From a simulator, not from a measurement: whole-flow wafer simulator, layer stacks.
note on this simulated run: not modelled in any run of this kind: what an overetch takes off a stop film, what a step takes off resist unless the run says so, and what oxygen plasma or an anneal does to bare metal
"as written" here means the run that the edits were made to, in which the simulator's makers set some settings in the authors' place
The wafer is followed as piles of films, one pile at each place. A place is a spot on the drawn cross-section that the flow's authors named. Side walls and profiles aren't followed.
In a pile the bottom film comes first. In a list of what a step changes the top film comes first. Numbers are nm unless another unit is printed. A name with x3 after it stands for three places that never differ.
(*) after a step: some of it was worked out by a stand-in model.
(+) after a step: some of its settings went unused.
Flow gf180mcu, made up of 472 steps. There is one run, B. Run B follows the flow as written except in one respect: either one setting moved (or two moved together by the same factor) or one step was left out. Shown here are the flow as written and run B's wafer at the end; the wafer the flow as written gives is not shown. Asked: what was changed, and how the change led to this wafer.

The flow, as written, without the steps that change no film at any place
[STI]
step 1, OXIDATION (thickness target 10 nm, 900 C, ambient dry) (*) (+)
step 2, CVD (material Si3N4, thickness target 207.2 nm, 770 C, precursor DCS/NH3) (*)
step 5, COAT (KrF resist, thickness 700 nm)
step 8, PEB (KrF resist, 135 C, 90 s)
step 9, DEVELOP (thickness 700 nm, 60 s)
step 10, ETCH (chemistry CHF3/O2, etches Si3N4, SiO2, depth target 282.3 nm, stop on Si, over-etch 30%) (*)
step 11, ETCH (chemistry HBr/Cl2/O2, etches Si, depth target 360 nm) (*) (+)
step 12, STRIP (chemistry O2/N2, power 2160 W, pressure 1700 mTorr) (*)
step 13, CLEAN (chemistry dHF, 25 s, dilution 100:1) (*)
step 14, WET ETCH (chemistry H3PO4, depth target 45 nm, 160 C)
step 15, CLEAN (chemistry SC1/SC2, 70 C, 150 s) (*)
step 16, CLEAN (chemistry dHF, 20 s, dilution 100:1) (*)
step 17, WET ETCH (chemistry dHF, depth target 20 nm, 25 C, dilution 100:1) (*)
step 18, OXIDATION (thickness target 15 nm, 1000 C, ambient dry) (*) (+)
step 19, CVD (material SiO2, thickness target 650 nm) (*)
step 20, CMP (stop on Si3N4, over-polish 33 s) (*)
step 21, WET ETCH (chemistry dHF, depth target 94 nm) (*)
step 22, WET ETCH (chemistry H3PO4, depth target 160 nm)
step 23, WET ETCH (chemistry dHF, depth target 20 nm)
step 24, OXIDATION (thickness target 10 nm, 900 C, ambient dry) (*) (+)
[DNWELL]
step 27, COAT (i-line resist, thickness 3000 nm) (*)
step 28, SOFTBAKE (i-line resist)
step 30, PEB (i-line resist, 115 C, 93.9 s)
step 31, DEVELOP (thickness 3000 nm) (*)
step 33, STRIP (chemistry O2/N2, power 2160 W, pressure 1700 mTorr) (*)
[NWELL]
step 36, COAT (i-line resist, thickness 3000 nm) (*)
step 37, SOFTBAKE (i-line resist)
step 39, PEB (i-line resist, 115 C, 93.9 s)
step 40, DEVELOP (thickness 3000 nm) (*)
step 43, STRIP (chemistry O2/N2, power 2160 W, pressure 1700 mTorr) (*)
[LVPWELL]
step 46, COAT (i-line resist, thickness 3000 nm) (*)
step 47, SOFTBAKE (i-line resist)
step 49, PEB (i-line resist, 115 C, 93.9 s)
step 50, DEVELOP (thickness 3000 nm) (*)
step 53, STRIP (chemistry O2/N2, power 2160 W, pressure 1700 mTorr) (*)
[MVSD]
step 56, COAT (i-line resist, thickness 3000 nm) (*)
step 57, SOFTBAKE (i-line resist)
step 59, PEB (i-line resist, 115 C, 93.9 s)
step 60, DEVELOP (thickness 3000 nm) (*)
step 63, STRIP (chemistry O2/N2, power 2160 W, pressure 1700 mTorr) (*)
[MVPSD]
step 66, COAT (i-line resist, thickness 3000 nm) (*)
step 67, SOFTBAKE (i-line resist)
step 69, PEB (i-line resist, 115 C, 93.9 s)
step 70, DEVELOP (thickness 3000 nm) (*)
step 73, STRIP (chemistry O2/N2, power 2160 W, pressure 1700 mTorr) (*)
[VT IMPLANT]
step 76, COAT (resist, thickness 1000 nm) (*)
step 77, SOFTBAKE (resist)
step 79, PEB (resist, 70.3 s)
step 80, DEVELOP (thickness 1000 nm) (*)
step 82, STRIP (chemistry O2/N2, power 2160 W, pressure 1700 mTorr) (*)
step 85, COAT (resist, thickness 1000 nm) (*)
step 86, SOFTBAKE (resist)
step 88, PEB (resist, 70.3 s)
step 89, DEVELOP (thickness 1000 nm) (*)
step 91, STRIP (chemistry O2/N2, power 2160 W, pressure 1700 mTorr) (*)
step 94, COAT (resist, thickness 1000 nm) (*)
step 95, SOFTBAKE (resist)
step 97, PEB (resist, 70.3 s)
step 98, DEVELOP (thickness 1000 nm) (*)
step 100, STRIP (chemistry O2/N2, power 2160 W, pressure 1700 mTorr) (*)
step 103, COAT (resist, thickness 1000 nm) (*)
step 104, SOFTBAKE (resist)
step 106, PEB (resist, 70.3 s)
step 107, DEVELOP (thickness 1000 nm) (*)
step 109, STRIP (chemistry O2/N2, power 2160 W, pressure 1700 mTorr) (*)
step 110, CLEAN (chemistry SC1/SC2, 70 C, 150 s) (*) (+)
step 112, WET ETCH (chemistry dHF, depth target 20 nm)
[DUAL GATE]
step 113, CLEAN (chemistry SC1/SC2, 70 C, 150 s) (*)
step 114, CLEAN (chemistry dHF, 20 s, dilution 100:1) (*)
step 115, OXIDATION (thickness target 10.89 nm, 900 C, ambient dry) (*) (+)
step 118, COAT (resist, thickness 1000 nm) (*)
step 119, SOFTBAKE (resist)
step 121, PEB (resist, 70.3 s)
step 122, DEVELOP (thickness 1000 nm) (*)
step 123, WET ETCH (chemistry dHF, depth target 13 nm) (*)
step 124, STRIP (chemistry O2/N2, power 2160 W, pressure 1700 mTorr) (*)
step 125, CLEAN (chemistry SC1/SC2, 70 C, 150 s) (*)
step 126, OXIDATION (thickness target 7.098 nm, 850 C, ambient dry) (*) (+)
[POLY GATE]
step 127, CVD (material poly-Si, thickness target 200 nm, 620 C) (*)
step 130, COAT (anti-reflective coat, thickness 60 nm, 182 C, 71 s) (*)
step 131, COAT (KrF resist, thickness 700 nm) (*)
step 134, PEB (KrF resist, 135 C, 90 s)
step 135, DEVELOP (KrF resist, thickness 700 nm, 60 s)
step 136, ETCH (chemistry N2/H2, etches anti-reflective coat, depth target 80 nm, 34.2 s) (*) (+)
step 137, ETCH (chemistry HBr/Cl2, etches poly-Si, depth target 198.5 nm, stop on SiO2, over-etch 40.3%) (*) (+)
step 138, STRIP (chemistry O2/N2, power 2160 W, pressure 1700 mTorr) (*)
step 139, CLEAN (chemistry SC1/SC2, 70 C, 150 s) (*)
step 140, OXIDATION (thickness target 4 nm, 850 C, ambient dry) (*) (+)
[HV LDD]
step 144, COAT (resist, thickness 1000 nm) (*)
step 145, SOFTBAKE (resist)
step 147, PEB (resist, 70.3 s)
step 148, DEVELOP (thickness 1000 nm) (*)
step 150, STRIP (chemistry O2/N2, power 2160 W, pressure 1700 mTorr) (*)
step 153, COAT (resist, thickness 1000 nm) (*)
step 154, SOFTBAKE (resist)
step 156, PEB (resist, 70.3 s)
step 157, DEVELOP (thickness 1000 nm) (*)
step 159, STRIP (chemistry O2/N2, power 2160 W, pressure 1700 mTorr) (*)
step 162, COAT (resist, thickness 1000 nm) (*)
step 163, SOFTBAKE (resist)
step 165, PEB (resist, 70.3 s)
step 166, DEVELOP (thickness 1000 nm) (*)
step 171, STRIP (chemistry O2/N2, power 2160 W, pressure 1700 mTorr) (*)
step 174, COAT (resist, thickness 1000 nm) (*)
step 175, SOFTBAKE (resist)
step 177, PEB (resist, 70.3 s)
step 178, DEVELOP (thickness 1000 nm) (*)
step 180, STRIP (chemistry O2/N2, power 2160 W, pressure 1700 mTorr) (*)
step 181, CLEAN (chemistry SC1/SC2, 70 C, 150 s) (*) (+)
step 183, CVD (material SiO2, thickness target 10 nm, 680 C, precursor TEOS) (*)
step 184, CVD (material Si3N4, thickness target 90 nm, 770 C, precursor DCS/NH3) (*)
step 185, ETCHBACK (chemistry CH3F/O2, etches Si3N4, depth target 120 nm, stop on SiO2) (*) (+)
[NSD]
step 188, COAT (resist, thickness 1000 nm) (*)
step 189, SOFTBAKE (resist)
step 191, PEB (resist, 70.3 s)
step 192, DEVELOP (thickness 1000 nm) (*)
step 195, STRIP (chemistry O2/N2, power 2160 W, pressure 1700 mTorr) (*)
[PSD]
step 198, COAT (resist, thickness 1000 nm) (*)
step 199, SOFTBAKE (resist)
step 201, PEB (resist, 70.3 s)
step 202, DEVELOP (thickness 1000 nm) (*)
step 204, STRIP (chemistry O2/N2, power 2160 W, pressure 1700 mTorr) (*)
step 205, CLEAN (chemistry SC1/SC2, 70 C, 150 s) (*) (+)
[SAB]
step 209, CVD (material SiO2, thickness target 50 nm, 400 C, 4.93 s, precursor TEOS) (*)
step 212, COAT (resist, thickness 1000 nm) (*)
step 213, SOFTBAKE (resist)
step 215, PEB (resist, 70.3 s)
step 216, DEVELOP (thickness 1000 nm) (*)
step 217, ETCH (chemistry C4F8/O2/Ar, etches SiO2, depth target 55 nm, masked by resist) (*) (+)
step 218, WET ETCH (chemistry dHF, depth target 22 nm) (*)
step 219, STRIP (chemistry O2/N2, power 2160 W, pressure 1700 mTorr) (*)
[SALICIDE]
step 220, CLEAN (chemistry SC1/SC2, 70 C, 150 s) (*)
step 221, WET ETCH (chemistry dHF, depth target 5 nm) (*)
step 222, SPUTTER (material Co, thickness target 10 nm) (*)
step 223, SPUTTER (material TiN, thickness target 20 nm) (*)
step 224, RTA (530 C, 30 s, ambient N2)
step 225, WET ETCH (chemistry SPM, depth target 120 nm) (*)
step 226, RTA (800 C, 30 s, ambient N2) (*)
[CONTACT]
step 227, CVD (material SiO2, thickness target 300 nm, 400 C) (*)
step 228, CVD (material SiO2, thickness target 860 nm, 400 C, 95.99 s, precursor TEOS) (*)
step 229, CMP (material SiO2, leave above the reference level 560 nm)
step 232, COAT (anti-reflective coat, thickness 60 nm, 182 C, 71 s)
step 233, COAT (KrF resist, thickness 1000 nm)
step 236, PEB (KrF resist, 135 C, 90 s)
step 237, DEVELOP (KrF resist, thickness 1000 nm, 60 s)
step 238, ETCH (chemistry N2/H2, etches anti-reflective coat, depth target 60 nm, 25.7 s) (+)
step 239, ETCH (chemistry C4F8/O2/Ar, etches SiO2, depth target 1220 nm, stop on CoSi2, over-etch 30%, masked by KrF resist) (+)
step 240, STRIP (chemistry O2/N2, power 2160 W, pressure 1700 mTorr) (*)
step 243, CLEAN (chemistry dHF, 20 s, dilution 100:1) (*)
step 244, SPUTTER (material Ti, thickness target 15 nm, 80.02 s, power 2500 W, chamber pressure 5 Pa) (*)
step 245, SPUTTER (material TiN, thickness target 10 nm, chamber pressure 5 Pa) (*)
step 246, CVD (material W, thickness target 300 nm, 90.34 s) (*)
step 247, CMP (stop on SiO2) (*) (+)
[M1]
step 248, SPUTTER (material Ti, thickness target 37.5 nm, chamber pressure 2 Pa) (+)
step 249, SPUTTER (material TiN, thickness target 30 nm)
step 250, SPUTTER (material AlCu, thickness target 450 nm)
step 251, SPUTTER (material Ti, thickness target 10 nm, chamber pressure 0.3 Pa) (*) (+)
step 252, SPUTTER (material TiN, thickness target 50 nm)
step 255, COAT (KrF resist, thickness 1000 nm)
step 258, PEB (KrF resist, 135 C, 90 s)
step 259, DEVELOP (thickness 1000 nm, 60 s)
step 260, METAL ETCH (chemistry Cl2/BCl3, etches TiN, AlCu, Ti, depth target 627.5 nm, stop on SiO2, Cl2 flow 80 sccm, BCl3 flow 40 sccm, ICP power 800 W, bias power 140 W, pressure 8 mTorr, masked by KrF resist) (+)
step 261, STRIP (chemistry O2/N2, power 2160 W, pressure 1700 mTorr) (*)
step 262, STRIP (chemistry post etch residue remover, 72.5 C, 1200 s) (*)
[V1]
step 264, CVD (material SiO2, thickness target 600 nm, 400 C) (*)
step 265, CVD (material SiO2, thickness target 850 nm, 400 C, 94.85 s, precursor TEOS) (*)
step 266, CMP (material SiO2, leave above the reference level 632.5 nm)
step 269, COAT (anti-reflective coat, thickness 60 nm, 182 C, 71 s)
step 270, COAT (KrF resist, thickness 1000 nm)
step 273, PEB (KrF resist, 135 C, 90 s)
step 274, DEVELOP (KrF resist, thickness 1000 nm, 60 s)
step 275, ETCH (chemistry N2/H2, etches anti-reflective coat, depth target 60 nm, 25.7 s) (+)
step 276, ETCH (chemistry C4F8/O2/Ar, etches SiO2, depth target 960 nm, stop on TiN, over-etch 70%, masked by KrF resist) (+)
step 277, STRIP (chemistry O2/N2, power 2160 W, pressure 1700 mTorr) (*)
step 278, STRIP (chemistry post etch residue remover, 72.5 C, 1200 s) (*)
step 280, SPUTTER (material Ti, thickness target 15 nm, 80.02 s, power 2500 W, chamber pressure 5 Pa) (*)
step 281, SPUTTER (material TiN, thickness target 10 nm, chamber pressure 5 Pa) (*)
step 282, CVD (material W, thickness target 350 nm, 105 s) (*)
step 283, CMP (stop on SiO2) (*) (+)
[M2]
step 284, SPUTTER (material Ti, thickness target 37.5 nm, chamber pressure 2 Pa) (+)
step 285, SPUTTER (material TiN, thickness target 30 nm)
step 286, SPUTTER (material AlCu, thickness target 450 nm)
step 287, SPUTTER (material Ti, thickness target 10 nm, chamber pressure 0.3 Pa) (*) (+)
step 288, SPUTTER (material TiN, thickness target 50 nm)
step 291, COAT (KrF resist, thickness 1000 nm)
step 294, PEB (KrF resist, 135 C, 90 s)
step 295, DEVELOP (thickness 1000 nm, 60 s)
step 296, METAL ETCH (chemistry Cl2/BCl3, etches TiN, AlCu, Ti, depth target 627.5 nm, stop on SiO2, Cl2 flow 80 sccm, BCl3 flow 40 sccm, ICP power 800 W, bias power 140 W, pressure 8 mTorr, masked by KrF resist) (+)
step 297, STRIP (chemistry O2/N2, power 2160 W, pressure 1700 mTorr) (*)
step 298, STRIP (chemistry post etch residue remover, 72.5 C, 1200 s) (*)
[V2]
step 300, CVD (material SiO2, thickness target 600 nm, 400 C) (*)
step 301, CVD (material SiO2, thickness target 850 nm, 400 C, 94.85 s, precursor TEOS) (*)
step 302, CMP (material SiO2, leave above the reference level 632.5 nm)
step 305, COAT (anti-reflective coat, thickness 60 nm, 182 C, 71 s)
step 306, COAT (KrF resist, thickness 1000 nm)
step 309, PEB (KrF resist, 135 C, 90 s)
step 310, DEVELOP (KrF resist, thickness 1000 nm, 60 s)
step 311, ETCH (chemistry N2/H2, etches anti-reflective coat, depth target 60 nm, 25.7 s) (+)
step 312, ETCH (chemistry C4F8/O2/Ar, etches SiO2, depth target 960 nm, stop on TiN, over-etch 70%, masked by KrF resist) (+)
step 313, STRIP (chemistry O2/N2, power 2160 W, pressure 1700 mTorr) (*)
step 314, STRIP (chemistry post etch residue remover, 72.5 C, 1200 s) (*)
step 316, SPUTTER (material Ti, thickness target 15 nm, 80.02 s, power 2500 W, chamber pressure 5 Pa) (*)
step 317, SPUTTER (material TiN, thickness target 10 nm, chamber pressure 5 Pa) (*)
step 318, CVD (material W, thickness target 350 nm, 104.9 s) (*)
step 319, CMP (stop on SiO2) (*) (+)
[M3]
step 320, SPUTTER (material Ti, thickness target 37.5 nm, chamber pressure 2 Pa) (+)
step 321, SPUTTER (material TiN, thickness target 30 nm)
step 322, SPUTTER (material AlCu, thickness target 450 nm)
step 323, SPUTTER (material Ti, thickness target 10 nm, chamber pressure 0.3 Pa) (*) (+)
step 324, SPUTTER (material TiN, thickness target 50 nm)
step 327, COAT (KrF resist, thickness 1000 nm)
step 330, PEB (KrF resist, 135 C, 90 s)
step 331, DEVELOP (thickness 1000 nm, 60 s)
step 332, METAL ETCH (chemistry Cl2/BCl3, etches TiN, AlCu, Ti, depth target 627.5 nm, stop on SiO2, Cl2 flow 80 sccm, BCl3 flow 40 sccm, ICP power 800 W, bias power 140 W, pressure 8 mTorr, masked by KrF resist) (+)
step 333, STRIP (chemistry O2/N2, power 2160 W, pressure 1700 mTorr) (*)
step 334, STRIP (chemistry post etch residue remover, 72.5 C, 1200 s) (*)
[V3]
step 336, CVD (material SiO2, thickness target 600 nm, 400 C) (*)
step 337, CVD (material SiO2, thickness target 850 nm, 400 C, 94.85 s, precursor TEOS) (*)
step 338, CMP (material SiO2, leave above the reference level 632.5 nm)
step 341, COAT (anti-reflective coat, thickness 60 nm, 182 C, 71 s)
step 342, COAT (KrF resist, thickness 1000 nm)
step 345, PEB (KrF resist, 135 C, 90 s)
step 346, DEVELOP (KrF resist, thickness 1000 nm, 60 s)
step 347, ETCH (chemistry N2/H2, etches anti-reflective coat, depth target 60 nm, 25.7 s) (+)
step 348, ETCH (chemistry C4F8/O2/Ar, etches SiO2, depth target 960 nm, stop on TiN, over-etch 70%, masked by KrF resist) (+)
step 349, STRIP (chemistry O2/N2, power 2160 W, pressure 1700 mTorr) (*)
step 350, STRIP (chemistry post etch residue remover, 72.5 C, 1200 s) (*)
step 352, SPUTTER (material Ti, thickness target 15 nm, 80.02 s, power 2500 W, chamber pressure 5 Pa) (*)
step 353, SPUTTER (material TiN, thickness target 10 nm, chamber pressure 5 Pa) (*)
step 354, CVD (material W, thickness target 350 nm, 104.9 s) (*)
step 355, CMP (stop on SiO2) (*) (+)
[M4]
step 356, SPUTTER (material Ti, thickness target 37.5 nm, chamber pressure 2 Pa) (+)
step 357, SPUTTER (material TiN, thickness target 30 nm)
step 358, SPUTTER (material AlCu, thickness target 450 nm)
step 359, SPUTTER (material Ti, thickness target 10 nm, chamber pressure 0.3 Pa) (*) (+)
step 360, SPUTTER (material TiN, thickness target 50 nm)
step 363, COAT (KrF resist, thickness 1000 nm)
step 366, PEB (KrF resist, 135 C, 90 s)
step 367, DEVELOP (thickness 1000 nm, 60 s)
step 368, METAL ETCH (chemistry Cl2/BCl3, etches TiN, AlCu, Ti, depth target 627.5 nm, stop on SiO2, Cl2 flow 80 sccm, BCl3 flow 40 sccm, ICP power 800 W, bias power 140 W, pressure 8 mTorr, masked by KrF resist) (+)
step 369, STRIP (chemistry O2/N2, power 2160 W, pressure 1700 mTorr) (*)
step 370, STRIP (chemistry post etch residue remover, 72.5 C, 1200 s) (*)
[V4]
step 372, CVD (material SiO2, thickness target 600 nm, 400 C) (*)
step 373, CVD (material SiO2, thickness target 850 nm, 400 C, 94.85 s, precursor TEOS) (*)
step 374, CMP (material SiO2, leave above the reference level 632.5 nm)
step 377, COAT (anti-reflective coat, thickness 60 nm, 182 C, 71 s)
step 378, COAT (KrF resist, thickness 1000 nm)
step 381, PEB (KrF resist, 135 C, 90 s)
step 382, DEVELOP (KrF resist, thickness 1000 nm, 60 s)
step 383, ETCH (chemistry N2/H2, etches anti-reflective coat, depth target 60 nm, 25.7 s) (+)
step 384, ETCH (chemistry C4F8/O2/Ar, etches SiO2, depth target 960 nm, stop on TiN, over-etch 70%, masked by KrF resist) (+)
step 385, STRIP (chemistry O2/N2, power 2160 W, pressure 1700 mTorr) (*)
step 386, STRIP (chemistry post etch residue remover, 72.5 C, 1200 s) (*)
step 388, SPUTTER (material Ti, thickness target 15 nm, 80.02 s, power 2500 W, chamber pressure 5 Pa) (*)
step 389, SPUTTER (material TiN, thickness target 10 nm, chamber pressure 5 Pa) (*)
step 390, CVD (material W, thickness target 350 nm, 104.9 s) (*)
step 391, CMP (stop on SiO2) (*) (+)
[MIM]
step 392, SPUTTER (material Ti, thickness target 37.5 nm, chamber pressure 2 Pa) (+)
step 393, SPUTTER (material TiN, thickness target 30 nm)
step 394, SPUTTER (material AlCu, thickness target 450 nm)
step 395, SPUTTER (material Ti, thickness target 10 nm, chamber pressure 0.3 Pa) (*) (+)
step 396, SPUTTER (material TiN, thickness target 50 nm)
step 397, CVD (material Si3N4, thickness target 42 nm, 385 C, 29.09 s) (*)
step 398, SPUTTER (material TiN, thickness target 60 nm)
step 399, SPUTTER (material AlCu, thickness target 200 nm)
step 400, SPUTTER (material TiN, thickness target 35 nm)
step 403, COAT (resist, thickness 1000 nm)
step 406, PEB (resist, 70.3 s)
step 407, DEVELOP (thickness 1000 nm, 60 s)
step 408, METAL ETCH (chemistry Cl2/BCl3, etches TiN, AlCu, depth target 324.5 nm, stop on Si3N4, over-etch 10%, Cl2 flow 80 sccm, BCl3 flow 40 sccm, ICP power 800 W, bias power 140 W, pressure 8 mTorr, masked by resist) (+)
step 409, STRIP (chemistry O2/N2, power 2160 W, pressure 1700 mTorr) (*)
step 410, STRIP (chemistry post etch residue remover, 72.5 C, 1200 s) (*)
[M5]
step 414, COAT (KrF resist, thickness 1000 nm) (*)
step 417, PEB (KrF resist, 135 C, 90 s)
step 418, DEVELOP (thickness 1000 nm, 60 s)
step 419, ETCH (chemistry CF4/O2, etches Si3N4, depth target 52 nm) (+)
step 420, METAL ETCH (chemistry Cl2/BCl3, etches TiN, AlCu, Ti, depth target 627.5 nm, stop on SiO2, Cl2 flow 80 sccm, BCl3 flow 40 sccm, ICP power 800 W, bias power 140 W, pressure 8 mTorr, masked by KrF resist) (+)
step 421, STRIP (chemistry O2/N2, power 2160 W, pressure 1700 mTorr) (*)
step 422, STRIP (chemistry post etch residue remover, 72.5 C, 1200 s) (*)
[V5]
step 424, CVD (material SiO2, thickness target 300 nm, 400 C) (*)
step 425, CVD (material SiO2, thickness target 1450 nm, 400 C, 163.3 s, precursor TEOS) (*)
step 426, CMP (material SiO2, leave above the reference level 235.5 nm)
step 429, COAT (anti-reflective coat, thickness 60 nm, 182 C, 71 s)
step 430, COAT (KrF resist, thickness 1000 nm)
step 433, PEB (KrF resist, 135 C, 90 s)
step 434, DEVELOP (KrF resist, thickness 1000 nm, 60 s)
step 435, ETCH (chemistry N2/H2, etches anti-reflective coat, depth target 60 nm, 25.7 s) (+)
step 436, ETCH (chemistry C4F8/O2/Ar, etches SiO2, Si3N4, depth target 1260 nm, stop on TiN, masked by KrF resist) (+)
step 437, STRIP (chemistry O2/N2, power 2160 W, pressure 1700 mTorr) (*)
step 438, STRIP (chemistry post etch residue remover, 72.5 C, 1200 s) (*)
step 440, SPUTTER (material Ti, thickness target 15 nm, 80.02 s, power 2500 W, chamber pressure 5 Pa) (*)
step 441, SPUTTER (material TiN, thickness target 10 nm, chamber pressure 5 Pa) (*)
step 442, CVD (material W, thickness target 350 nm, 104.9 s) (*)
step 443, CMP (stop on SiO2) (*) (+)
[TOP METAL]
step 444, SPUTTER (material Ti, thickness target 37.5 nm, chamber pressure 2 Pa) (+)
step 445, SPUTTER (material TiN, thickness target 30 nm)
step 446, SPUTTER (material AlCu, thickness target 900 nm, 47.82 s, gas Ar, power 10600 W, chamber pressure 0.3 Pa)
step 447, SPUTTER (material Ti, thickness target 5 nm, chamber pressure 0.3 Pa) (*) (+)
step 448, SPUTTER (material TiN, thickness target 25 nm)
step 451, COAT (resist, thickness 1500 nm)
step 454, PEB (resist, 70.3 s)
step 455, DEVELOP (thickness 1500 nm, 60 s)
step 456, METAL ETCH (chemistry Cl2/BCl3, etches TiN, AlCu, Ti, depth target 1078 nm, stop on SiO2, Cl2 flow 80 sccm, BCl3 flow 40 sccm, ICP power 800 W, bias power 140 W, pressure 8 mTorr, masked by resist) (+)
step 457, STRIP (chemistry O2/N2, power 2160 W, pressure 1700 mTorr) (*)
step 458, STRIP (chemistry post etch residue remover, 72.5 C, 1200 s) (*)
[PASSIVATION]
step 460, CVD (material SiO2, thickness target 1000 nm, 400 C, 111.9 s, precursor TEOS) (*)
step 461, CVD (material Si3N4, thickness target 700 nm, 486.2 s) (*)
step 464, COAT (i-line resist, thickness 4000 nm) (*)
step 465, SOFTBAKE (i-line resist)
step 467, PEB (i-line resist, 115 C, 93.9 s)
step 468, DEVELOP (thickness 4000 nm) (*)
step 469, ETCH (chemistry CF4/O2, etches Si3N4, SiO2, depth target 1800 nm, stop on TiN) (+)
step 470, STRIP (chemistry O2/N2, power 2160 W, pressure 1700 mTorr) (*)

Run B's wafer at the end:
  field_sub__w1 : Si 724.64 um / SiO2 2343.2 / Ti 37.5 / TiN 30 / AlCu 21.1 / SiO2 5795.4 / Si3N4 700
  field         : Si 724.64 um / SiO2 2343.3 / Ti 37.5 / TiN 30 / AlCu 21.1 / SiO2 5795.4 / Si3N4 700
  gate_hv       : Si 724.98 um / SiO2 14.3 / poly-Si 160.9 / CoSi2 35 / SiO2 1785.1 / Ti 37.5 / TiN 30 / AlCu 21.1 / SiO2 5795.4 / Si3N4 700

The reason: step 296, METAL ETCH: depth target 483.2 nm was run, whereas the flow has depth target 627.5 nm.

The path from the change to this, step by step:
  step 296, METAL ETCH (chemistry Cl2/BCl3, etches TiN, AlCu, Ti, depth target 627.5 nm, stop on SiO2, Cl2 flow 80 sccm, BCl3 flow 40 sccm, ICP power 800 W, bias power 140 W, pressure 8 mTorr, masked by KrF resist) (+)
      field, field__w1, field__w2 and 103 more: TiN loses 50 (all of it), Ti loses 10 (all of it), AlCu loses 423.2 (as written it would have been: TiN loses 50 (all of it), Ti loses 10 (all of it), AlCu loses 450 (all of it), TiN loses 30 (all of it), Ti loses 37.5 (all of it))
      field__w8, contact, m1, m1__w1, m1_nw: KrF resist loses 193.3 (as written it would have been: KrF resist loses 251)
  step 297, STRIP (chemistry O2/N2, power 2160 W, pressure 1700 mTorr) (*)
      field__w8, contact, m1, m1__w1, m1_nw: KrF resist loses 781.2 (all of it) (as written it would have been: KrF resist loses 723.5 (all of it))
  step 298, STRIP (chemistry post etch residue remover, 72.5 C, 1200 s) (*)
      field, field__w1, field__w2 and 103 more: AlCu loses 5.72 (as written it would have been: nothing)
  step 300, CVD (material SiO2, thickness target 600 nm, 400 C) (*)
      field, field__w1, field__w2 and 103 more: SiO2 gains 600 (new film) (as written it would have been: SiO2 gains 600)
  step 302, CMP (material SiO2, leave above the reference level 632.5 nm)
      field, field__w1, field__w2 and 103 more: SiO2 loses 388.6 (as written it would have been: SiO2 loses 300)
Taking metal films that touch as one body, field_sub__w1 has 1 body; the flow as written gives 0 bodies.
Taking metal films that touch as one body, field has 1 body; the flow as written gives 0 bodies.
Taking metal films that touch as one body, gate_hv has 2 bodies (between them, from the top down: SiO2 1785.1); the flow as written gives 1 body.
